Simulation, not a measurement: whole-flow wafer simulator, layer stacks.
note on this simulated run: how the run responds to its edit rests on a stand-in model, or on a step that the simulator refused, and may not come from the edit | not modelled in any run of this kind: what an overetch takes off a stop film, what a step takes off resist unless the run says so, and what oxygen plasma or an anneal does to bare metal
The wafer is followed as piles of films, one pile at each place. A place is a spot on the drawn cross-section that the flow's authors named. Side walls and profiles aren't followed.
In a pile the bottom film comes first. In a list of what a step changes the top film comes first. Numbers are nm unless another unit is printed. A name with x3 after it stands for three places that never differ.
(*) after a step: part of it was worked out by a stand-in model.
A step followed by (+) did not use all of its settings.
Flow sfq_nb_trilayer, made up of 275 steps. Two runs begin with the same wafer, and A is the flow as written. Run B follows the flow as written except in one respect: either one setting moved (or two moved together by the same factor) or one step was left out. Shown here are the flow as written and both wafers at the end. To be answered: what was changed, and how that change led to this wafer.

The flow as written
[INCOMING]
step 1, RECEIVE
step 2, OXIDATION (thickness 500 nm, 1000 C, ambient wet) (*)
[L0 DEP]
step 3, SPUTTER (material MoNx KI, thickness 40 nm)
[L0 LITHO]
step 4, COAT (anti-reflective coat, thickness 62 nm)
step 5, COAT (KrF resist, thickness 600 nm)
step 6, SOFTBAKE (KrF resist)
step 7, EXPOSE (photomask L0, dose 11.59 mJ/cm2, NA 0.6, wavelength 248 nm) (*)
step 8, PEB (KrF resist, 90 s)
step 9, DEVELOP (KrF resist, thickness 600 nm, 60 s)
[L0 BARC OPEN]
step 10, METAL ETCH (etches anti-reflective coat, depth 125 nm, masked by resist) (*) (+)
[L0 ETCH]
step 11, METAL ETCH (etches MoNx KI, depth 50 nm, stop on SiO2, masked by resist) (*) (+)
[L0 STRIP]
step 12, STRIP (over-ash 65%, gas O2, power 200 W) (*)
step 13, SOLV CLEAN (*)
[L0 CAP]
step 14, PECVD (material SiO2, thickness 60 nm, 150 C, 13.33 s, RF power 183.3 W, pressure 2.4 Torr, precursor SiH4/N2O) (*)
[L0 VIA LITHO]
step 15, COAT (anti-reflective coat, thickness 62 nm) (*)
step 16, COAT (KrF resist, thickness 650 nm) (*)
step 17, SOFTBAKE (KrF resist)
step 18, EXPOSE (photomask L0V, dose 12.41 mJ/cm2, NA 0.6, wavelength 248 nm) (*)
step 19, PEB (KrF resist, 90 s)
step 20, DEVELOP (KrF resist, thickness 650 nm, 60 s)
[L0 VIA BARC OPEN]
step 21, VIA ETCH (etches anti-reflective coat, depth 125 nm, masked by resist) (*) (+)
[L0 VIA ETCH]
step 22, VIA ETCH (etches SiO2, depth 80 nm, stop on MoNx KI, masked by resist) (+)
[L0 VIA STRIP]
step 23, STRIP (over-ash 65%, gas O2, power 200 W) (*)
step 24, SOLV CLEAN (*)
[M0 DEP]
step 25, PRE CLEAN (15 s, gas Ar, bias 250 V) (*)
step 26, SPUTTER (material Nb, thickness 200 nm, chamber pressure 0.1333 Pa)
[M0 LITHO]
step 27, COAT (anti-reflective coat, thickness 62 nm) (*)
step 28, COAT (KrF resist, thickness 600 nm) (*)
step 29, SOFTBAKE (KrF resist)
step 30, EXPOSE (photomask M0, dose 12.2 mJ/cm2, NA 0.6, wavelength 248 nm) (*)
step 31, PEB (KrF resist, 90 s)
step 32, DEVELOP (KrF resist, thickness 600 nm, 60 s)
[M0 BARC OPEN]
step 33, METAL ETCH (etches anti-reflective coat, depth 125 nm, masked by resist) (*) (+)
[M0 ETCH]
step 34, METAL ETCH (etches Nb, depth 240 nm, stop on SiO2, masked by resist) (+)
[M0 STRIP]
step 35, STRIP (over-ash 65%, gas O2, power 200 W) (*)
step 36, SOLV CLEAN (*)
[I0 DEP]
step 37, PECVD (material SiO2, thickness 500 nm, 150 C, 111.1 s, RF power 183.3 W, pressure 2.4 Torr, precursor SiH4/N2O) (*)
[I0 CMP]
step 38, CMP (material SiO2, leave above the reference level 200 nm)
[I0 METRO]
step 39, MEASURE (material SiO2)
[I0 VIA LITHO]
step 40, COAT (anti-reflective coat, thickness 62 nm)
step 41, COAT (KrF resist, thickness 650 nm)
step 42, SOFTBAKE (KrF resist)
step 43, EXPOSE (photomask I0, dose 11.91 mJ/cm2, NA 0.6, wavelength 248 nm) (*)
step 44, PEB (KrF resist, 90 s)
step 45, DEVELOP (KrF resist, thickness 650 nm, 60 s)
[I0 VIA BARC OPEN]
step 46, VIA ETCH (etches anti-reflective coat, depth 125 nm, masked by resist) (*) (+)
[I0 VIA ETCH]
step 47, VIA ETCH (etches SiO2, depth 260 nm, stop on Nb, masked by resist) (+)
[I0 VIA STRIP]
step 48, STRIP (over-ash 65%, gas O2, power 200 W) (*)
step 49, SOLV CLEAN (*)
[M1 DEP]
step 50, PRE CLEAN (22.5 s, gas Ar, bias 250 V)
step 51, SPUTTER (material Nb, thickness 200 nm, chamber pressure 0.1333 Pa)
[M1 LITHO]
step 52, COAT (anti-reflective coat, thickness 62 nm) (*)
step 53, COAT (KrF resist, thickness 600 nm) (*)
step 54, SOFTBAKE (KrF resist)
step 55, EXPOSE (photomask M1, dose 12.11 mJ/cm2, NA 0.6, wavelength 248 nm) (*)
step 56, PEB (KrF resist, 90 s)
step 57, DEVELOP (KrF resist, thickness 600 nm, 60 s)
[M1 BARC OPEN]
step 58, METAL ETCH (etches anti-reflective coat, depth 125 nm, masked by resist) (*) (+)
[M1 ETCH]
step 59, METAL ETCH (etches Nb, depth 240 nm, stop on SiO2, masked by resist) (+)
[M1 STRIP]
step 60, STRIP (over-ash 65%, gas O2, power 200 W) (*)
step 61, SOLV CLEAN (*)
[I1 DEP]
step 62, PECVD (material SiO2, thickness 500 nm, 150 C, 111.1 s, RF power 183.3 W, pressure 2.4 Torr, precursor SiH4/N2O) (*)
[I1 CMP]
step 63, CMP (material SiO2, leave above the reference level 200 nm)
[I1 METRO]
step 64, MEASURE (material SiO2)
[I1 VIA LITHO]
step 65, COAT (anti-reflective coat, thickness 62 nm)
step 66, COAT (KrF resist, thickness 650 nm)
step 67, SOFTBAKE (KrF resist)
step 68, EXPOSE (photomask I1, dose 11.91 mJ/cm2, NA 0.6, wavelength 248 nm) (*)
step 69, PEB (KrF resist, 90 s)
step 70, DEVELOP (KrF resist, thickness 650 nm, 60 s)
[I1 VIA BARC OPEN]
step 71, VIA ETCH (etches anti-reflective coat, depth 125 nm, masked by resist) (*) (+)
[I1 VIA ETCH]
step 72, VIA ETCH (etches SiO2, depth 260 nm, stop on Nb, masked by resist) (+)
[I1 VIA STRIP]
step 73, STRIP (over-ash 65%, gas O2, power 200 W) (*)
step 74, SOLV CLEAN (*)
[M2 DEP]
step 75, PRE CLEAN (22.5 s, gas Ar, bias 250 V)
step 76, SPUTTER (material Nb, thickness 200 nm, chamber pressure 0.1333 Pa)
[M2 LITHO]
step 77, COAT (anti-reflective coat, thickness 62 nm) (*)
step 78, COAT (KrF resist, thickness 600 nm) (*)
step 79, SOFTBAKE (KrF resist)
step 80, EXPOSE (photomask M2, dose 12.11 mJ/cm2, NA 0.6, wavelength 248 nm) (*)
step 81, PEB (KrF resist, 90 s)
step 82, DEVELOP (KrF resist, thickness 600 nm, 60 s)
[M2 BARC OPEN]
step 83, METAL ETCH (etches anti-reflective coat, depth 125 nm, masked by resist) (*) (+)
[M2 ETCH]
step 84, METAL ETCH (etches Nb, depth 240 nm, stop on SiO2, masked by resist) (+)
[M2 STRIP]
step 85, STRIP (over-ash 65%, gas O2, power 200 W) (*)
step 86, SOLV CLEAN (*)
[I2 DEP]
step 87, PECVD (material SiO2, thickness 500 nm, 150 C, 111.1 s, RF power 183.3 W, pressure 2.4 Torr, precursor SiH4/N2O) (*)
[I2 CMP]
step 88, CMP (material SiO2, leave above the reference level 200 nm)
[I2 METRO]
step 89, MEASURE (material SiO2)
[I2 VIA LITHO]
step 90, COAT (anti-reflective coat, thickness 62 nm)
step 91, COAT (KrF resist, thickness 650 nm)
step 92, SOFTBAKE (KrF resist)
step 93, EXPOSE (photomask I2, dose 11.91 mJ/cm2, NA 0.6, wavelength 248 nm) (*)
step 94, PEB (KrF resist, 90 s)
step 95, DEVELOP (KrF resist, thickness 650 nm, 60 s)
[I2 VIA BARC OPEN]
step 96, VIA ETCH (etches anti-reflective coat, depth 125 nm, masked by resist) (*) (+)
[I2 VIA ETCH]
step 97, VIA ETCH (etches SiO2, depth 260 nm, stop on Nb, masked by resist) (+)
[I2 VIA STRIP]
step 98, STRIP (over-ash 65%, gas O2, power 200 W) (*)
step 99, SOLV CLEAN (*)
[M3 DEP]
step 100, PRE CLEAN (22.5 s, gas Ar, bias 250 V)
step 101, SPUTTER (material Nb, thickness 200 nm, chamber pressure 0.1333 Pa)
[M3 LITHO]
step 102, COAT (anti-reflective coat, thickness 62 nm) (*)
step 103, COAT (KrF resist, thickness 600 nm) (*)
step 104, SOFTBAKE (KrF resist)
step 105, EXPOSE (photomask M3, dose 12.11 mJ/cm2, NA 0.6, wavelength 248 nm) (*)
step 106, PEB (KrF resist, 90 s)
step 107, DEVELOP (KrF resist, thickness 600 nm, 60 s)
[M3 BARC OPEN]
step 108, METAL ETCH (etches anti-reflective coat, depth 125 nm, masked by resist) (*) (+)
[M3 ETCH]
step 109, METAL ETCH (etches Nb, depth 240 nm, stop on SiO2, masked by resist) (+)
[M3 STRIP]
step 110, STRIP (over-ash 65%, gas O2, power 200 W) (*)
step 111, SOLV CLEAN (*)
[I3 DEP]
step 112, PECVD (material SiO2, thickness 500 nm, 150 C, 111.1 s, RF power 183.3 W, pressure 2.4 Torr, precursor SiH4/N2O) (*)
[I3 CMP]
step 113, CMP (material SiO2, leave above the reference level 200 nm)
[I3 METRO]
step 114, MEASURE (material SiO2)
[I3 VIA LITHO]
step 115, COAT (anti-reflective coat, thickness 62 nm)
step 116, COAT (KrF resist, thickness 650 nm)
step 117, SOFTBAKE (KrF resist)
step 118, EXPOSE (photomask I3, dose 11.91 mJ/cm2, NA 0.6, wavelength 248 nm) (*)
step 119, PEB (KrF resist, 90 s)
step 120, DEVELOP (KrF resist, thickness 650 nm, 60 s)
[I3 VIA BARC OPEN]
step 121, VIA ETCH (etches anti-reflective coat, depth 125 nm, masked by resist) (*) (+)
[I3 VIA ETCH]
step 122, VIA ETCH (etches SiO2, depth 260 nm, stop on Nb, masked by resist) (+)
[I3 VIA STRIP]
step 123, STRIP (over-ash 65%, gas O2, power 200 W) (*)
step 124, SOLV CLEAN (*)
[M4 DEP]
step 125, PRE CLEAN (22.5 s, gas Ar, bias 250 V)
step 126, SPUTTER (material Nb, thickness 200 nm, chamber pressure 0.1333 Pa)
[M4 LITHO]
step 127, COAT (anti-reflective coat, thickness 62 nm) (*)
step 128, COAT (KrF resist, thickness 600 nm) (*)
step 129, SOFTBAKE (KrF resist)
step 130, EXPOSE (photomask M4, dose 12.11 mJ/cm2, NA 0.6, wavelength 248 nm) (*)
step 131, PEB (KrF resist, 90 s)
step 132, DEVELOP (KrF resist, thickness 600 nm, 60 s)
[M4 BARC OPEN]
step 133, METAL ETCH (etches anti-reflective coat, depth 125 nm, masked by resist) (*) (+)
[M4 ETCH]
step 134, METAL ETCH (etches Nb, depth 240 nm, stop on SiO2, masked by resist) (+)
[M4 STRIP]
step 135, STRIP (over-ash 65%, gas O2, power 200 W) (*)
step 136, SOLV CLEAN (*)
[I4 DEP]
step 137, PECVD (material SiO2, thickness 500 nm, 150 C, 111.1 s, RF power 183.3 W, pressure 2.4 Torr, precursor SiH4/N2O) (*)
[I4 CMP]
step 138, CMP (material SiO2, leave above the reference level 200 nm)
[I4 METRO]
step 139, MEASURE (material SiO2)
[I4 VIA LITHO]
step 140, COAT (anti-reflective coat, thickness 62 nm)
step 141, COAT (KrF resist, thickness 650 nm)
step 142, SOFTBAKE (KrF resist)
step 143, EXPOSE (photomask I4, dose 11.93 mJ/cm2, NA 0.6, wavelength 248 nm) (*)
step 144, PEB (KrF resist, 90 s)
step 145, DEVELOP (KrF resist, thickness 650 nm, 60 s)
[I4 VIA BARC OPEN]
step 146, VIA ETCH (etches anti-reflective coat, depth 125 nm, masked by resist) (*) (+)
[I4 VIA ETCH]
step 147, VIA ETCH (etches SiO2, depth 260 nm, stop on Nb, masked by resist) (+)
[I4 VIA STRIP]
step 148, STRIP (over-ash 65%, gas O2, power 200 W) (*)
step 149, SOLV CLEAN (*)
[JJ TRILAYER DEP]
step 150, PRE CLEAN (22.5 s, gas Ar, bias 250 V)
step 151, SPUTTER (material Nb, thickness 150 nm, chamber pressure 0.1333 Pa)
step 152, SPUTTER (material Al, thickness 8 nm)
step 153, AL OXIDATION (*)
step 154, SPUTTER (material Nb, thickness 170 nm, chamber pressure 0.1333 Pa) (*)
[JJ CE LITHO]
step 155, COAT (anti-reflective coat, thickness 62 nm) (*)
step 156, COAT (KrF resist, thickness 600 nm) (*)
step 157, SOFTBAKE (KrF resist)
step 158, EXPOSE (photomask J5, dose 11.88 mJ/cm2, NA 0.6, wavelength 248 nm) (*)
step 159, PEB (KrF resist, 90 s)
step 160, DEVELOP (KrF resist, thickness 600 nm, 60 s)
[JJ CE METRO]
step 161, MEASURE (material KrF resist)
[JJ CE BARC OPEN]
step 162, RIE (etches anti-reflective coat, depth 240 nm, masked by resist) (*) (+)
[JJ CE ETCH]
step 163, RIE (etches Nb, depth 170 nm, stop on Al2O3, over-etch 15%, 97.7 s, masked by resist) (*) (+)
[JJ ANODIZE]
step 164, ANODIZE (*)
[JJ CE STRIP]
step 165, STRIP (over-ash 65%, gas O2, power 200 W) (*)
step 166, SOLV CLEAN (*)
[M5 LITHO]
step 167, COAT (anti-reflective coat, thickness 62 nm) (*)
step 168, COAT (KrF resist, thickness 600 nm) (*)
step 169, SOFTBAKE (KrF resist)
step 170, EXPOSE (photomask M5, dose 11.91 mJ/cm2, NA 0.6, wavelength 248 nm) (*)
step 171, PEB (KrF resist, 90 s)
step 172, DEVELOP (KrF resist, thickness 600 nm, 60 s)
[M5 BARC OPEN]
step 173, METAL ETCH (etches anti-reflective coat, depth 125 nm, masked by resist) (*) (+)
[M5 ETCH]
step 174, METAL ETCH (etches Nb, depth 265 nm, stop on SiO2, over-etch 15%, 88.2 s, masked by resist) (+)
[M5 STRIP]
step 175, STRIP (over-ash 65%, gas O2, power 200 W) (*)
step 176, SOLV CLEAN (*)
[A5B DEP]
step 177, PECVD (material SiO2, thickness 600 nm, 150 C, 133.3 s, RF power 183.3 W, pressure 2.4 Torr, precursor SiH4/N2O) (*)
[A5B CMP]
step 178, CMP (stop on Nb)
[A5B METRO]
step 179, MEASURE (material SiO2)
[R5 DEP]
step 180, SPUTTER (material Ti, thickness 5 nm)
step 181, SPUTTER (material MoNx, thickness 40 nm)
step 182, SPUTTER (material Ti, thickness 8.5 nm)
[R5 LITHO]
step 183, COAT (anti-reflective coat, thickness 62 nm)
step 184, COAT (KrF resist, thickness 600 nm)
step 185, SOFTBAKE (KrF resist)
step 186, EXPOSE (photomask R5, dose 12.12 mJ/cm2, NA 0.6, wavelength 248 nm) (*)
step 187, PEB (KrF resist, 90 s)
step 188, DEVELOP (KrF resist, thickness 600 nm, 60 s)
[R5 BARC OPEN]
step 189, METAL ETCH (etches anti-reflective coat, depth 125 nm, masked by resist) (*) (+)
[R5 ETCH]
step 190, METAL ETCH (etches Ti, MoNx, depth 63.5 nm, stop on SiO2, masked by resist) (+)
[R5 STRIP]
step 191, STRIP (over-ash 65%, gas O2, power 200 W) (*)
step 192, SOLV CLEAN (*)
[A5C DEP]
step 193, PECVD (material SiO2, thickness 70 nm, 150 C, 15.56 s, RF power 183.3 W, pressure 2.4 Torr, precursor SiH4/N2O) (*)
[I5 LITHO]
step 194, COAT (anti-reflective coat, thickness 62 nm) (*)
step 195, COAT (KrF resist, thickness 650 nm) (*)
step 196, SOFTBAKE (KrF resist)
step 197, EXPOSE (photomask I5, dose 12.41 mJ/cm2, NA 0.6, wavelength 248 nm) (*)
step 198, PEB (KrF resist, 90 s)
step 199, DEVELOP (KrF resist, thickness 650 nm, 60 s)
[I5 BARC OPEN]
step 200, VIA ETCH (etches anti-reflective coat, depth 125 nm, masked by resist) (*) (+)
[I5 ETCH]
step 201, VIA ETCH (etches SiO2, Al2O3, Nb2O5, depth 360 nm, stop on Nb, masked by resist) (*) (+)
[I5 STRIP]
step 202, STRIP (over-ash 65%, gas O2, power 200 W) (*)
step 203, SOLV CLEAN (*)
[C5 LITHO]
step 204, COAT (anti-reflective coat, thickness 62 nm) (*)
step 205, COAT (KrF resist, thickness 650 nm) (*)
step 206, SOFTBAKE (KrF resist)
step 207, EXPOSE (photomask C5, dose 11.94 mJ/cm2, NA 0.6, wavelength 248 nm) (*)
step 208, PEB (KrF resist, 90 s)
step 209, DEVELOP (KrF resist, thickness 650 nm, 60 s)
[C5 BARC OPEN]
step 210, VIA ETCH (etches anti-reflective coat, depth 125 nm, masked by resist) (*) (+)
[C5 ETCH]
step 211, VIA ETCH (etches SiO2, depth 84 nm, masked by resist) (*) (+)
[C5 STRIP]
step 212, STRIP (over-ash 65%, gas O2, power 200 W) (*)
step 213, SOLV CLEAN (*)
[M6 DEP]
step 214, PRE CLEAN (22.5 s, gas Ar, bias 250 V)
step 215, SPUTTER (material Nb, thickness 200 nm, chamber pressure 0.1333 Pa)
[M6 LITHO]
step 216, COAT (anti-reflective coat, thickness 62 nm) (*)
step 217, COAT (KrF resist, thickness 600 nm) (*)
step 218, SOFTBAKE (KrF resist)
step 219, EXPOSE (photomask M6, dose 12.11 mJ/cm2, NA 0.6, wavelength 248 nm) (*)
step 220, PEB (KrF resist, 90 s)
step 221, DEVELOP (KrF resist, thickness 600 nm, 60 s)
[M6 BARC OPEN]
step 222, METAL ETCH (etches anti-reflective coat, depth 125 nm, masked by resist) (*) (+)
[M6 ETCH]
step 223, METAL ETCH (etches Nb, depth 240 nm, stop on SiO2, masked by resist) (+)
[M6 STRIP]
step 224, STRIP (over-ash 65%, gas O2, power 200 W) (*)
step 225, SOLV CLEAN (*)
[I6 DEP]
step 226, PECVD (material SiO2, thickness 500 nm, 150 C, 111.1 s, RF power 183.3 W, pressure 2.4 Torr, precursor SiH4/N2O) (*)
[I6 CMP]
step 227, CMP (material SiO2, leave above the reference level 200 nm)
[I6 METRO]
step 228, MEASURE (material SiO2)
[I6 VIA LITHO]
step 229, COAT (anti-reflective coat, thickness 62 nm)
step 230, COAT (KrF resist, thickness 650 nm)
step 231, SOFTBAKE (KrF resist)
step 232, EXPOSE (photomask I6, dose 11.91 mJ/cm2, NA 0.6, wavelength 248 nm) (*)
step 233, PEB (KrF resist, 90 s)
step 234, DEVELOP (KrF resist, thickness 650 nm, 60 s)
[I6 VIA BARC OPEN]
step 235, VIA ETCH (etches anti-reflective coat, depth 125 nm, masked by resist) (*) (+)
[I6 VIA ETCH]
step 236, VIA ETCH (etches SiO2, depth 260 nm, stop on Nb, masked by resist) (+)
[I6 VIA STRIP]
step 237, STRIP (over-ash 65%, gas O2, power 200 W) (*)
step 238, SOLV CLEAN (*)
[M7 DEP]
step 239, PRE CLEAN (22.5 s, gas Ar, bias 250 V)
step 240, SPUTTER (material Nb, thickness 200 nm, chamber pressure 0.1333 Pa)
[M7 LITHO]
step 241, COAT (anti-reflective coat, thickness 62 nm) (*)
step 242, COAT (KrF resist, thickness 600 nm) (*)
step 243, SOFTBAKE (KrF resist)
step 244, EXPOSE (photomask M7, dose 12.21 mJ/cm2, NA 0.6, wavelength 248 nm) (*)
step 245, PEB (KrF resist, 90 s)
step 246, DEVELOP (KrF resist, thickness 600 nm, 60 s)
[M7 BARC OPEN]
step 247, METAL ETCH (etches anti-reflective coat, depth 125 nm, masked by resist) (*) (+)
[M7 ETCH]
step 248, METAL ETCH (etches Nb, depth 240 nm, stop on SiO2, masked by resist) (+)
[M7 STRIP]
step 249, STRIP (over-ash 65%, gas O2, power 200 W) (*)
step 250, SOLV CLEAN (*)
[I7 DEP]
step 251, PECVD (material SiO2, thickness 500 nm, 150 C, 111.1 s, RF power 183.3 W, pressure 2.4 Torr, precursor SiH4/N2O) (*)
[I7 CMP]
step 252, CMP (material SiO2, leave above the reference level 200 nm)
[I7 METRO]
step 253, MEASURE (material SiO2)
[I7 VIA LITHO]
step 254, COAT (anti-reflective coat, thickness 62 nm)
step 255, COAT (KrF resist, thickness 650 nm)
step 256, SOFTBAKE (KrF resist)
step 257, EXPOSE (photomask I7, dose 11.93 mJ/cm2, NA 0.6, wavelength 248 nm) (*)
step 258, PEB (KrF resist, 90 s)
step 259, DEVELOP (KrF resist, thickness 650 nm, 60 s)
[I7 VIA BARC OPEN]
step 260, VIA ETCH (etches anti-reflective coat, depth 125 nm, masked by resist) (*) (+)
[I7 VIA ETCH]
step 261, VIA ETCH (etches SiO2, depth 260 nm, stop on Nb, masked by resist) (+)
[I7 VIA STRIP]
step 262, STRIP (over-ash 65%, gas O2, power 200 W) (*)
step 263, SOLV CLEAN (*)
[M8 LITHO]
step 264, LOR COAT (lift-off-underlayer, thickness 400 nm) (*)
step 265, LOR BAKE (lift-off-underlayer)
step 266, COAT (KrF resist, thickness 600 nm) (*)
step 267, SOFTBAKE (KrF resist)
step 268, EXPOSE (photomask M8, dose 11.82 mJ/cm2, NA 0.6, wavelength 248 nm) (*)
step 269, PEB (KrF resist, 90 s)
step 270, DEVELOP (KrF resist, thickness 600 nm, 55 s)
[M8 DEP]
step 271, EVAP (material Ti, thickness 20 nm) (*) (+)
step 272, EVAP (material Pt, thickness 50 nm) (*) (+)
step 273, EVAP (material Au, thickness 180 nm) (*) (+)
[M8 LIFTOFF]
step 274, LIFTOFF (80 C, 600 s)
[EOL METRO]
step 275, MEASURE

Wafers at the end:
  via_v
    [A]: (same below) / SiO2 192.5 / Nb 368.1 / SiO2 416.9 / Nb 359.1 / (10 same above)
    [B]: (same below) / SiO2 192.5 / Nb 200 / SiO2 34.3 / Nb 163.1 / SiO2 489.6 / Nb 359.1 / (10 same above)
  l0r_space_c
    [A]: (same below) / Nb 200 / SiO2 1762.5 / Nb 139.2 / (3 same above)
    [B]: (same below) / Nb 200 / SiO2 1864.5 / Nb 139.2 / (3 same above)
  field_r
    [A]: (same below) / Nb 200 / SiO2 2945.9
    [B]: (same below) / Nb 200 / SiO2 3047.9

Cause: step 63, CMP: leave above the reference level 302 nm was run, whereas the flow has leave above the reference level 200 nm.

How this came from the change, step by step:
  step 63, CMP (material SiO2, leave above the reference level 200 nm)
      field_l, be, be_sur and 72 more: A -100 SiO2 | B nothing
      lsp_m, ln_m6, lsp_r, l0_sur, l0v: A -94.9 SiO2 | B nothing
      (as well as at 26 more places)
  step 65, COAT (anti-reflective coat, thickness 62 nm)
      ln_m5: A +62 anti-reflective coat (new film) | B +60.7 anti-reflective coat (new film)
  step 72, VIA ETCH (etches SiO2, depth 260 nm, stop on Nb, masked by resist) (+)
      via_v: A -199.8 SiO2 (all of it) | B -260 SiO2
  step 73, STRIP (over-ash 65%, gas O2, power 200 W) (*)
      ln_m5: A -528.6 KrF resist (all of it), -62 anti-reflective coat (all of it) | B -527.2 KrF resist (all of it), -60.7 anti-reflective coat (all of it)
  step 75, PRE CLEAN (22.5 s, gas Ar, bias 250 V)
      via_v: A -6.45 Nb | B -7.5 SiO2
  step 76, SPUTTER (material Nb, thickness 200 nm, chamber pressure 0.1333 Pa)
      via_v: A +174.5 Nb | B +163.1 Nb (new film)
  step 77, COAT (anti-reflective coat, thickness 62 nm) (*)
      via_sp: A +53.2 anti-reflective coat (new film) | B +51.8 anti-reflective coat (new film)
      via_v: A +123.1 anti-reflective coat (new film) | B +135.8 anti-reflective coat (new film)
      (as well as at 2 more places)
  step 78, COAT (KrF resist, thickness 600 nm) (*)
      via_v: A +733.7 KrF resist (new film) | B +782.8 KrF resist (new film)
  step 83, METAL ETCH (etches anti-reflective coat, depth 125 nm, masked by resist) (*) (+)
      ln_m5: A -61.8 anti-reflective coat (all of it) | B -60.3 anti-reflective coat (all of it)
  step 85, STRIP (over-ash 65%, gas O2, power 200 W) (*)
      via_sp: A -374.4 KrF resist (all of it), -53.2 anti-reflective coat (all of it) | B -369.7 KrF resist (all of it), -51.8 anti-reflective coat (all of it)
      via_v: A -515.8 KrF resist (all of it), -123.1 anti-reflective coat (all of it) | B -564.7 KrF resist (all of it), -135.8 anti-reflective coat (all of it)
      (as well as at 1 more place)
  step 87, PECVD (material SiO2, thickness 500 nm, 150 C, 111.1 s, RF power 183.3 W, pressure 2.4 Torr, precursor SiH4/N2O) (*)
      via_v: A +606 SiO2 (new film) | B +678.7 SiO2 (new film)
  step 88, CMP (material SiO2, leave above the reference level 200 nm)
      lsp_m, ln_m6, lsp_r, l0_sur, l0v: A -100 SiO2 | B -92.9 SiO2
With metal films that touch counted as one body, via_v has 7 bodies (between them, from the top down: SiO2 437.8; SiO2 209 / Al2O3 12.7 / Nb2O5 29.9; SiO2 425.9; SiO2 489.6; SiO2 34.3; SiO2 192.5); the flow as written gives 6 bodies (between them, from the top down: SiO2 437.8; SiO2 209 / Al2O3 12.7 / Nb2O5 29.9; SiO2 425.9; SiO2 416.9; SiO2 192.5).
